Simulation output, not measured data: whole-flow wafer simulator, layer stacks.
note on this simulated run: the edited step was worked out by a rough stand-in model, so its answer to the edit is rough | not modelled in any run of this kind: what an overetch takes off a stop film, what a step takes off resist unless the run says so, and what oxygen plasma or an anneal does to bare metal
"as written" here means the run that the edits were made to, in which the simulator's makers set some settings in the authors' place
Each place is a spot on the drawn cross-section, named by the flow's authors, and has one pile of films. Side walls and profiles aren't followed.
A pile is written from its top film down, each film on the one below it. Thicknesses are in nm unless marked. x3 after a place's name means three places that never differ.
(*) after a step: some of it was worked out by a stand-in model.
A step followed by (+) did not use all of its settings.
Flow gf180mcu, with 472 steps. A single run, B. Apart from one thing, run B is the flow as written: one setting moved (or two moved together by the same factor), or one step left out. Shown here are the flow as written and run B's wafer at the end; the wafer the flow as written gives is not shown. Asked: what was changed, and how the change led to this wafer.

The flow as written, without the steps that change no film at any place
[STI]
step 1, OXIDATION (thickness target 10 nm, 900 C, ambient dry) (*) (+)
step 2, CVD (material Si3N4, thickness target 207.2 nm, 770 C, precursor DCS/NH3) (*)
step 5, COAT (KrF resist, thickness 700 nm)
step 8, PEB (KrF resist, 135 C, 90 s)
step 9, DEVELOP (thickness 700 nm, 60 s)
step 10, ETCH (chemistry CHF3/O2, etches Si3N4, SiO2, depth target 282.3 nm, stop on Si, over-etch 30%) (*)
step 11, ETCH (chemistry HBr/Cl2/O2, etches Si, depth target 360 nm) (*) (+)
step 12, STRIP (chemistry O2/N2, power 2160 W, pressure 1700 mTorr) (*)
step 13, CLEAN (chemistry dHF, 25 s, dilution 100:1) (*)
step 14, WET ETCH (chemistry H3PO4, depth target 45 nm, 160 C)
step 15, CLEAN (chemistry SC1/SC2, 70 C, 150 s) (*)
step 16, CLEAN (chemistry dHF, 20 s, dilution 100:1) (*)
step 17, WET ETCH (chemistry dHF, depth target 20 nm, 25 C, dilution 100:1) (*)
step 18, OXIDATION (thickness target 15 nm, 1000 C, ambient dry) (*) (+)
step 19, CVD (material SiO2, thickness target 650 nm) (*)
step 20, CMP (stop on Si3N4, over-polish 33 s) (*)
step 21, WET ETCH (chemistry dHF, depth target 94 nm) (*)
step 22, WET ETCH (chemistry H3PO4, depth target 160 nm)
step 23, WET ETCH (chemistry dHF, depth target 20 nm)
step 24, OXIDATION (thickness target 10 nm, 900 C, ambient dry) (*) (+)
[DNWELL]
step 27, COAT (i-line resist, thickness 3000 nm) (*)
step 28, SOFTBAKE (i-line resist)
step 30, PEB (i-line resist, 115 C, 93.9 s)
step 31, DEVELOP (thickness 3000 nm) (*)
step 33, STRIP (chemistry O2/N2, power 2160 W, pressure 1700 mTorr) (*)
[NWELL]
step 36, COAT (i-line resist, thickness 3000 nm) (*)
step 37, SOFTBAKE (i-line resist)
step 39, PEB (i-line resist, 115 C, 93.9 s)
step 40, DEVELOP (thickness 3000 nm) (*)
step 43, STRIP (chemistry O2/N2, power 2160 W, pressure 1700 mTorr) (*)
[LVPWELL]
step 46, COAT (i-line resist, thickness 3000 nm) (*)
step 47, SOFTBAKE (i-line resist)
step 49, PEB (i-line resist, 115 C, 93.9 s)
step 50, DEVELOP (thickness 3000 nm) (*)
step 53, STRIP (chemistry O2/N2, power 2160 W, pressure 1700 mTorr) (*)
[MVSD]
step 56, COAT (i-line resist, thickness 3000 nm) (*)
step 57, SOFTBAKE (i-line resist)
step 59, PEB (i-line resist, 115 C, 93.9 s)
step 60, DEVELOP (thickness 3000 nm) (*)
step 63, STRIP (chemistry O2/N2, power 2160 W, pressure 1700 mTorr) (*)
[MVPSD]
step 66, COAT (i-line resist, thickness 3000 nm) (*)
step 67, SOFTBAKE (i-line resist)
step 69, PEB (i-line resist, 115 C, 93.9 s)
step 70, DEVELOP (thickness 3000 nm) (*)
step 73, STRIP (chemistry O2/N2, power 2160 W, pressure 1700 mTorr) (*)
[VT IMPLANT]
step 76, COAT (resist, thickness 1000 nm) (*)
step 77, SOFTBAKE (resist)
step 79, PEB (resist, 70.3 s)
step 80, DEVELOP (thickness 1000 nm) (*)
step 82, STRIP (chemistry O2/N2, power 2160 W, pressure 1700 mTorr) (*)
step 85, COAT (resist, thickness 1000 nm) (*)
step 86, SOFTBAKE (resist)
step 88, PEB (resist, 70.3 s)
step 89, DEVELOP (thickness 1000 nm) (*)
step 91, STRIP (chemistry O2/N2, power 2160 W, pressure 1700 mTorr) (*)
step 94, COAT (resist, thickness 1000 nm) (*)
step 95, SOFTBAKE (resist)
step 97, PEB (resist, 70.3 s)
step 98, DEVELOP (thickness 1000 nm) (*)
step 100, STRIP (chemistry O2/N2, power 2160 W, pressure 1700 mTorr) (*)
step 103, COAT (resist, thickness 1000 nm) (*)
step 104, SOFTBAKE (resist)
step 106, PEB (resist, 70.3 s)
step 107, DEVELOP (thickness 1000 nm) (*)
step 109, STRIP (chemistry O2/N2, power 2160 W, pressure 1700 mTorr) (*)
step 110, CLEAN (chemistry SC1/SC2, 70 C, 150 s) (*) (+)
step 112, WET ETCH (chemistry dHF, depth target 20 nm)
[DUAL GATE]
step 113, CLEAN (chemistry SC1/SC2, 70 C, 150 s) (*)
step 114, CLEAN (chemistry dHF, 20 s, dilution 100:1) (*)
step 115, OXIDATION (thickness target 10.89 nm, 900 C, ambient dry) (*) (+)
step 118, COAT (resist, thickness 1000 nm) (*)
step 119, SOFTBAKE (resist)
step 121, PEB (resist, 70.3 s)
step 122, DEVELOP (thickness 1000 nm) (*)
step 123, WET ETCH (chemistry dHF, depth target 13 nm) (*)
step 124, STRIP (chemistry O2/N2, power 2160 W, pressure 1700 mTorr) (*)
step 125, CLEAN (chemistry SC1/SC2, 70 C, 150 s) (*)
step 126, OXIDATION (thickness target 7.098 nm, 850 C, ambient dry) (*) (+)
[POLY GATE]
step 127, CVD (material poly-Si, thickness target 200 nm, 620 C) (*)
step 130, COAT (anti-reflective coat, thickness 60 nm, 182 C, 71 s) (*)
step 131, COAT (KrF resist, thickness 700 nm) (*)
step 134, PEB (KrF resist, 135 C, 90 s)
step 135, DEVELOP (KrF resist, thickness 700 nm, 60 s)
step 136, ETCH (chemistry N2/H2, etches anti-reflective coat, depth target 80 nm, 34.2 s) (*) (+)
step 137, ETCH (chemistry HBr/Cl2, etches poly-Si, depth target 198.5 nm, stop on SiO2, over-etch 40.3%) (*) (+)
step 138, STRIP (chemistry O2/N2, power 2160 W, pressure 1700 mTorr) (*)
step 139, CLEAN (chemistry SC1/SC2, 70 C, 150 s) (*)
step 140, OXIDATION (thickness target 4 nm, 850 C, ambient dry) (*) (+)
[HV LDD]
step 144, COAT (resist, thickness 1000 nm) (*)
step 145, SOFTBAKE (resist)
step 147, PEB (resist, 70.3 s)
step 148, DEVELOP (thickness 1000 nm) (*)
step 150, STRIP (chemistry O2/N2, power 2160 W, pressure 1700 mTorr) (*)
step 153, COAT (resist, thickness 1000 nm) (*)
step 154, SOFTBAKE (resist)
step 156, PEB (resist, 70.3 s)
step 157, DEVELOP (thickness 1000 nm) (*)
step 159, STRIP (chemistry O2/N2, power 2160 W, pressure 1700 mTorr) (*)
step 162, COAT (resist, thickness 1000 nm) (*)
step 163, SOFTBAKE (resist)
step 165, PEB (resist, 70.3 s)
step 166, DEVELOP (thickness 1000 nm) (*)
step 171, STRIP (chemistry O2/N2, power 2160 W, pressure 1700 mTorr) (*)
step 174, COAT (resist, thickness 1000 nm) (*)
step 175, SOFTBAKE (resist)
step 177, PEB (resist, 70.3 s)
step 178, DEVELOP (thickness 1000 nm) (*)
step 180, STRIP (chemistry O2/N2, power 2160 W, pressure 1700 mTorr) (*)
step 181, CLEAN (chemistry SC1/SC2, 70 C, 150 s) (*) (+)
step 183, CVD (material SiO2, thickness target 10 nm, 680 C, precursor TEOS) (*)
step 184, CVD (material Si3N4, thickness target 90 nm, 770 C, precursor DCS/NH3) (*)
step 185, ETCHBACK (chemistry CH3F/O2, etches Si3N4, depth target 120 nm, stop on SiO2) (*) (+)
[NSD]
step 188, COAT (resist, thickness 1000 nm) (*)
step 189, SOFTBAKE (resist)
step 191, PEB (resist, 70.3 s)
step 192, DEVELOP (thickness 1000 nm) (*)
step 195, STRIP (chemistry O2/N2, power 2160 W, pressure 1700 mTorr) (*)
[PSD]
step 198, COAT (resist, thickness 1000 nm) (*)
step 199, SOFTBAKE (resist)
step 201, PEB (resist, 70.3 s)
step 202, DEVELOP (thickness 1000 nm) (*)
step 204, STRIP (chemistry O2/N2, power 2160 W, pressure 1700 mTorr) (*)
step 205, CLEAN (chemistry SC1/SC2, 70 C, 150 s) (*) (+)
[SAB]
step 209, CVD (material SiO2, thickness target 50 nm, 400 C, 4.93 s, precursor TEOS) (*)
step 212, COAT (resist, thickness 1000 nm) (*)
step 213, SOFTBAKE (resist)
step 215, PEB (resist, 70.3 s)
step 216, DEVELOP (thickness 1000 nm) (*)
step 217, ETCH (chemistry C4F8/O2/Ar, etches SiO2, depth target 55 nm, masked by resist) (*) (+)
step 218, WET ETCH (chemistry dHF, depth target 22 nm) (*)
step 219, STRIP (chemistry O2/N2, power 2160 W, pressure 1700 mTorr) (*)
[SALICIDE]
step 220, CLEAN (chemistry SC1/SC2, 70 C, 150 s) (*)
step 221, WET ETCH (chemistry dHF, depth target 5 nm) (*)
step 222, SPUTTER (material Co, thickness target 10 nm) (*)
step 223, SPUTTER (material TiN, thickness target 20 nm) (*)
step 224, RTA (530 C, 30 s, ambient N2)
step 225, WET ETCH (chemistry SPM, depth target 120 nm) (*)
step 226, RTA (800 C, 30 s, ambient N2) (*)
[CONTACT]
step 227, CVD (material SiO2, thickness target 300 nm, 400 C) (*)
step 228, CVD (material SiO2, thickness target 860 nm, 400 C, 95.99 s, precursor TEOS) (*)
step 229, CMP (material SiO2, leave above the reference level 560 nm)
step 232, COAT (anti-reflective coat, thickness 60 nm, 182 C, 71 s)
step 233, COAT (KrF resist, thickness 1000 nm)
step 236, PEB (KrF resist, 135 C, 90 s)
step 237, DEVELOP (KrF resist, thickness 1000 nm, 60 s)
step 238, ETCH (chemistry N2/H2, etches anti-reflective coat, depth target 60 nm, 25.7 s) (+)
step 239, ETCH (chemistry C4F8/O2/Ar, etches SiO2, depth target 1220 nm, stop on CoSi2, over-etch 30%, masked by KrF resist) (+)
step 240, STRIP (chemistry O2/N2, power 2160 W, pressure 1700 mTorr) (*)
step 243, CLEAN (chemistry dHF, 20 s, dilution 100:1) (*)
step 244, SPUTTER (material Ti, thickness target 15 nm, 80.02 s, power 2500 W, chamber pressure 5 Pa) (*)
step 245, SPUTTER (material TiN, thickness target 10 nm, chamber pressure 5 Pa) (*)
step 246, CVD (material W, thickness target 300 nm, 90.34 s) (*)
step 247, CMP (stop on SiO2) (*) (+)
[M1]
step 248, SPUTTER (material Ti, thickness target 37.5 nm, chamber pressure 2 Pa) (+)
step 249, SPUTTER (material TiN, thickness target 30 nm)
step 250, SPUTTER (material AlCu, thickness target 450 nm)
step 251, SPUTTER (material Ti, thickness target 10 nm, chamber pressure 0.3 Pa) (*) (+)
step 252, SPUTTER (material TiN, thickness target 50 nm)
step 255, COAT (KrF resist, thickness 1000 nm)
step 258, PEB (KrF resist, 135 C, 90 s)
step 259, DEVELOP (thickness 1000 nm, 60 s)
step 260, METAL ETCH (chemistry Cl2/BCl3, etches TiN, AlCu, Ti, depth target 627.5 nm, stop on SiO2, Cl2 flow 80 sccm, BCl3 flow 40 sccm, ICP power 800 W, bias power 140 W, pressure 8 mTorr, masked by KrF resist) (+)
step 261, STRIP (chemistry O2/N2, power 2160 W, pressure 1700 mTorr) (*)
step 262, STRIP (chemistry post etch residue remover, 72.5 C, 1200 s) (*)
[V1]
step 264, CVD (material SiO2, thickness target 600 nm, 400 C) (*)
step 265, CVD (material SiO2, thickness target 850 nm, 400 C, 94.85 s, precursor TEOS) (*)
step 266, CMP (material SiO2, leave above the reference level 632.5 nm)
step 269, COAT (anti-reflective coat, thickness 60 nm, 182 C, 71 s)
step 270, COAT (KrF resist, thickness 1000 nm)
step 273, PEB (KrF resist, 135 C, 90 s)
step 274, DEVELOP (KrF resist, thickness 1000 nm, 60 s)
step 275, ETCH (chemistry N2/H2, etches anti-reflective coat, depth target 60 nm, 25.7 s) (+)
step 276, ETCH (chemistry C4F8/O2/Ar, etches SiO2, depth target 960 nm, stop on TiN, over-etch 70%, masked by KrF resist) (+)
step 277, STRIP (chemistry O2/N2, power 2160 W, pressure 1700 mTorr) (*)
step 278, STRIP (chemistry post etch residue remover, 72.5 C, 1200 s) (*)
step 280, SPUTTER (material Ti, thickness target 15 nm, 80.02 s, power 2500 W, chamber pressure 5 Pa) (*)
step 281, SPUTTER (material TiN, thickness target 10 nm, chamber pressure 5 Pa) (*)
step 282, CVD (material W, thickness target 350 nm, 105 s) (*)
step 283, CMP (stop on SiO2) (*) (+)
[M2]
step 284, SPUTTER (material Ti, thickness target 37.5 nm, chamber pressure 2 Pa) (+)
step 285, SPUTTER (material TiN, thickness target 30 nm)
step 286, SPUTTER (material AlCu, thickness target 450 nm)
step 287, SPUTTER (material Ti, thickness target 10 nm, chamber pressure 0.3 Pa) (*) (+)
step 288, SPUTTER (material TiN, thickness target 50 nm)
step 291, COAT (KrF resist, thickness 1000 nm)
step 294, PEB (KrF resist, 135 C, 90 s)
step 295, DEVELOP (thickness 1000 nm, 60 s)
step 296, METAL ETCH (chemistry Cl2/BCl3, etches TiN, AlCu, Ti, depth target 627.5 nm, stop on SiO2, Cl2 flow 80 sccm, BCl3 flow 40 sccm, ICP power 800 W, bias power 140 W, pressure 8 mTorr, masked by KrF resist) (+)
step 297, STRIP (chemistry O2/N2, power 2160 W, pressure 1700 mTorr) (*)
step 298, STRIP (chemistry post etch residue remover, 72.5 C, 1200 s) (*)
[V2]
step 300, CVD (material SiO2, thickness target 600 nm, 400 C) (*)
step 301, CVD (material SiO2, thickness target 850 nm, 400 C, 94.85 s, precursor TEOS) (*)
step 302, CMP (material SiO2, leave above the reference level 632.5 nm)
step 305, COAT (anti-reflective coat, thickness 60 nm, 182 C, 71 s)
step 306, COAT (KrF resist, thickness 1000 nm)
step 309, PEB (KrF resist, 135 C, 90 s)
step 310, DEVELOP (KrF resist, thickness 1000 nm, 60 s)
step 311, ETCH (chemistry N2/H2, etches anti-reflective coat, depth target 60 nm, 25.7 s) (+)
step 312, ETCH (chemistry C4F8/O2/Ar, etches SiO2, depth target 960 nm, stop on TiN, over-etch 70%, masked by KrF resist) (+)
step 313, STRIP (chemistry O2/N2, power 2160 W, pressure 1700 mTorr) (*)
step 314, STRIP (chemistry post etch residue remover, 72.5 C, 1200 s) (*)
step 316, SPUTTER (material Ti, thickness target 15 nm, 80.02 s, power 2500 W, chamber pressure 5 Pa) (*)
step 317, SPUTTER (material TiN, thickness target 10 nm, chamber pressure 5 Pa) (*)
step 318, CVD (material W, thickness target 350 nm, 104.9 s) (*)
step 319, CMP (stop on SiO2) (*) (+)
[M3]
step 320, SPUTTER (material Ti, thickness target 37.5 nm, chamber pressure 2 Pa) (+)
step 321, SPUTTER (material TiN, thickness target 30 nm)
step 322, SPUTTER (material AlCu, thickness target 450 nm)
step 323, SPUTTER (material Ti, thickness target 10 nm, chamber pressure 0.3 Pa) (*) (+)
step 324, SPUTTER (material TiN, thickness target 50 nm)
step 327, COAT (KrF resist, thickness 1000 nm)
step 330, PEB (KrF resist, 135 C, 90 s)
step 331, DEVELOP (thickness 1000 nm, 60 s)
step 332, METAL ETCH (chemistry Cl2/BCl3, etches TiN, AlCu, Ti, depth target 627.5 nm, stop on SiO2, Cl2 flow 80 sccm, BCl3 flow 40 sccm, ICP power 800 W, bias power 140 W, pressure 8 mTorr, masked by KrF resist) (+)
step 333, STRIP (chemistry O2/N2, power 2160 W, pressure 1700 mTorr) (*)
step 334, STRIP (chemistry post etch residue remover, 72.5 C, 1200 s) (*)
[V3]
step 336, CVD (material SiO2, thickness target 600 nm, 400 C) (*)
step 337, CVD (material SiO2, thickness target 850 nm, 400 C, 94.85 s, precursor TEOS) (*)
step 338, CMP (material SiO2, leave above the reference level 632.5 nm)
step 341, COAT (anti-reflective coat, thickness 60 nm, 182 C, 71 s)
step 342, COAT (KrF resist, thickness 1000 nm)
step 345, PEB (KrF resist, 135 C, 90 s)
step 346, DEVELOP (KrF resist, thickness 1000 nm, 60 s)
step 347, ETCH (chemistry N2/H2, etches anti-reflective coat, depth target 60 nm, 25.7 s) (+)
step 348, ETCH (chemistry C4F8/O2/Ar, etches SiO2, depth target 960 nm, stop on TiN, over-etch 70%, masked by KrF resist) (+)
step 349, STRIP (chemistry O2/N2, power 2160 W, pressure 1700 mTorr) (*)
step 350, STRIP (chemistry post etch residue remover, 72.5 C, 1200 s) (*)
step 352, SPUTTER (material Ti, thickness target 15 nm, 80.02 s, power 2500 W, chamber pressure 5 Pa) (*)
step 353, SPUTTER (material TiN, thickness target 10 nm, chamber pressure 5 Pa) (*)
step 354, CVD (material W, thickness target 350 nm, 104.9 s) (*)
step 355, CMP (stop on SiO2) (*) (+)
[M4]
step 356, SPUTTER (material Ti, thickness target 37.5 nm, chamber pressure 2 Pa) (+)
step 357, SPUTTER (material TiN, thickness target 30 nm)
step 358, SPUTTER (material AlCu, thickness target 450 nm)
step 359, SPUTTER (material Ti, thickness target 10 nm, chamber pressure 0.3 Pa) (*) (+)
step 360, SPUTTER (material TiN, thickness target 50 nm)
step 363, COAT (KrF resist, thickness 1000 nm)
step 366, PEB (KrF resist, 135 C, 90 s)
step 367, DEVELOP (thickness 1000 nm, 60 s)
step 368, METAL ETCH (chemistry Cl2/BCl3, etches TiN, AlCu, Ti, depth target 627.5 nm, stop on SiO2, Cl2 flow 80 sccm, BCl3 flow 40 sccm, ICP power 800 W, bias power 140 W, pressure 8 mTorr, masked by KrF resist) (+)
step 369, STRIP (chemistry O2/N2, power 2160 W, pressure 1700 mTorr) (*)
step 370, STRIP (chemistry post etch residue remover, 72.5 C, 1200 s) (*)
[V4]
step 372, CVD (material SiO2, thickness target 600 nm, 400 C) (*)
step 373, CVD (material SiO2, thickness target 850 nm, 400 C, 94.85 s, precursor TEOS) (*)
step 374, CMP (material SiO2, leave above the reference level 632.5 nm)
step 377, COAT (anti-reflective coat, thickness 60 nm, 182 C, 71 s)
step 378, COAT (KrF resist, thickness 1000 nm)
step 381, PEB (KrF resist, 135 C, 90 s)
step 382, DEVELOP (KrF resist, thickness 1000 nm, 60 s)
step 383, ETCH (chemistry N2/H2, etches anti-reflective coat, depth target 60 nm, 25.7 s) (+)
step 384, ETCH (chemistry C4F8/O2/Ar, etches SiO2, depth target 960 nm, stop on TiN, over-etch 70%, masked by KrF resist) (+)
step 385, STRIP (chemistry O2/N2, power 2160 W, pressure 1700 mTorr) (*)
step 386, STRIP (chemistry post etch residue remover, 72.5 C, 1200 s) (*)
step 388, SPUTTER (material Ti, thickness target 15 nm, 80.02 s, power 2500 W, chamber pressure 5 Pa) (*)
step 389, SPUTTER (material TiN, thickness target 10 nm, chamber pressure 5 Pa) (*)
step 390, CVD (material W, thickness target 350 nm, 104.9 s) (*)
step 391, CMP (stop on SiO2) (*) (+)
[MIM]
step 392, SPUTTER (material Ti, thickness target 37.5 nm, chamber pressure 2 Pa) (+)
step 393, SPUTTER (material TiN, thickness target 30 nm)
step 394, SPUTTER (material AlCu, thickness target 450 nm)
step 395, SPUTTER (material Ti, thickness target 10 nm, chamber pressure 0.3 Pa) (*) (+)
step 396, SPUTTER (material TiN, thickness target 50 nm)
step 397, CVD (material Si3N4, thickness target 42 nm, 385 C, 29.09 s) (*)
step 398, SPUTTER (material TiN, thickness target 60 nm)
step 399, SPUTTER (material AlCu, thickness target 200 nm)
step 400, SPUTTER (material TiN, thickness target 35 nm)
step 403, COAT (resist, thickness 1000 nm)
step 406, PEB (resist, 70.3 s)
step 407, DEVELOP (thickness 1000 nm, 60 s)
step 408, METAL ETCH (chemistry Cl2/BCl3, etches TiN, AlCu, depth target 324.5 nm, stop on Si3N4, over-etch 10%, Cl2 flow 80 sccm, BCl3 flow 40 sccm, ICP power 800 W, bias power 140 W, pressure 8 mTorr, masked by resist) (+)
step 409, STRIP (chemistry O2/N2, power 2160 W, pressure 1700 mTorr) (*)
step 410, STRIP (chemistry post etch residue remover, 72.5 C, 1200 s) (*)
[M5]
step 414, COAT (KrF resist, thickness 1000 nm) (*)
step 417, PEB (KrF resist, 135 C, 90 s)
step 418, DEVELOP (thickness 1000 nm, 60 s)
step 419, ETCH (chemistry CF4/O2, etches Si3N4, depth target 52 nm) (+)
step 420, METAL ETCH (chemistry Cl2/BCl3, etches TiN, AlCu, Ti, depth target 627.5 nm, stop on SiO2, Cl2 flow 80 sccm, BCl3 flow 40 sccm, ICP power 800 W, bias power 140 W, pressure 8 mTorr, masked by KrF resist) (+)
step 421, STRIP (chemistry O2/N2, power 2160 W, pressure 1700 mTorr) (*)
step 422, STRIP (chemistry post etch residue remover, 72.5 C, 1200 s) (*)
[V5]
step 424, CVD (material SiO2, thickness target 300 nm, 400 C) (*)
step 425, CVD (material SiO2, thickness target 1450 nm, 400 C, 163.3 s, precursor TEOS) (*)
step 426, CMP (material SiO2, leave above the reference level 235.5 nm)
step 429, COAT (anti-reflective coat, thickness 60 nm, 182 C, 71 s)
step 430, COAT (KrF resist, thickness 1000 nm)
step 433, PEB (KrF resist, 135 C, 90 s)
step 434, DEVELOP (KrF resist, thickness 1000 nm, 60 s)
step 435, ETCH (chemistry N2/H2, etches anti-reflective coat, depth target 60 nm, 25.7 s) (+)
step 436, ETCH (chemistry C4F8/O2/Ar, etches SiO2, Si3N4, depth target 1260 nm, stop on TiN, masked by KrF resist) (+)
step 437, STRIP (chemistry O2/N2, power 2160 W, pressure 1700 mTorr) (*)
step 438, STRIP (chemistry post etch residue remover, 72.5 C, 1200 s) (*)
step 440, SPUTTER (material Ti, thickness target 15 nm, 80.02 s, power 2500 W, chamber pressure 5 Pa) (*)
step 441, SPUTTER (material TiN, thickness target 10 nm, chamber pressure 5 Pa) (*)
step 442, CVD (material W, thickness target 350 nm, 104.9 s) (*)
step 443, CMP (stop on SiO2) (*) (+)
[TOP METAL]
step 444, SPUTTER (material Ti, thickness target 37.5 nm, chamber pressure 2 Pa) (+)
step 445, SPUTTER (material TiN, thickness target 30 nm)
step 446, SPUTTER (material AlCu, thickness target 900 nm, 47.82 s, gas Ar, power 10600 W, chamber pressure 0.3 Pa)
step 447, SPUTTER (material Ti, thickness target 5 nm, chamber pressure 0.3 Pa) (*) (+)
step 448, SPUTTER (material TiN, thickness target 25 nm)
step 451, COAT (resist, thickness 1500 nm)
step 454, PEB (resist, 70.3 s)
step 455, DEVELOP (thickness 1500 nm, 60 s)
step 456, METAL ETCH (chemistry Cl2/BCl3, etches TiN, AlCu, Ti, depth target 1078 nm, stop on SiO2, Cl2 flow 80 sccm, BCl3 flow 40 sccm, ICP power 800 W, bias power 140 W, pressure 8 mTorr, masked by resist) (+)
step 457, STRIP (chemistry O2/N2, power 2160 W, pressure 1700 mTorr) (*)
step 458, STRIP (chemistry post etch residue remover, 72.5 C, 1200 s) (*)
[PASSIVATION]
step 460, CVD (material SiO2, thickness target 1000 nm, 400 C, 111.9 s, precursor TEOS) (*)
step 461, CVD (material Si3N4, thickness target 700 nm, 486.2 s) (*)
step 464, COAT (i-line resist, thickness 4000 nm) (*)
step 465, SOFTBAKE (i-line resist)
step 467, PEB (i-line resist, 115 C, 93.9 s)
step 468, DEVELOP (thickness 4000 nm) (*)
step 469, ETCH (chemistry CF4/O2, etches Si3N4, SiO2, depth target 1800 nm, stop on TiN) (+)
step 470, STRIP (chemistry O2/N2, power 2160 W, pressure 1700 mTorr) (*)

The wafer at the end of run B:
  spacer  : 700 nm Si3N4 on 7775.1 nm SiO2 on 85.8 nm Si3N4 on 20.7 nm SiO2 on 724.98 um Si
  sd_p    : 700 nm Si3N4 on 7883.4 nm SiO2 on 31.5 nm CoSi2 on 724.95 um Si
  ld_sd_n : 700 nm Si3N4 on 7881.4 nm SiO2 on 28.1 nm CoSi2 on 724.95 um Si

The reason: step 183, CVD: thickness target 13.5 nm was run, though the flow has thickness target 10 nm.

Step by step, how the change led to this:
  step 183, CVD (material SiO2, thickness target 10 nm, 680 C, precursor TEOS) (*)
      field, field__w1, field__w2 and 99 more: SiO2 gains 13.5 (in the flow as written it would be: SiO2 gains 10)
      ld_drift_p: SiO2 gains 13.3 (in the flow as written it would be: SiO2 gains 9.87)
      (and at 1 other place as well)
  step 189, SOFTBAKE (resist)
      field__w9: resist loses 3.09 (in the flow as written it would be: resist gains 6.92)
  step 199, SOFTBAKE (resist)
      field__w9: resist loses 3.09 (in the flow as written it would be: resist gains 6.92)
  step 218, WET ETCH (chemistry dHF, depth target 22 nm) (*)
      gate, gate_hv, gate_p and 23 more: SiO2 loses 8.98 (all of it) (in the flow as written it would be: SiO2 loses 5.48 (all of it))
      active, p_well, sd_n, iso_ptap_pw, iso_ntap_nw, iso_ptap_sub, vpnp_e: SiO2 loses 12.5 (all of it) (in the flow as written it would be: SiO2 loses 9.01 (all of it))
      (and at 21 other places as well)
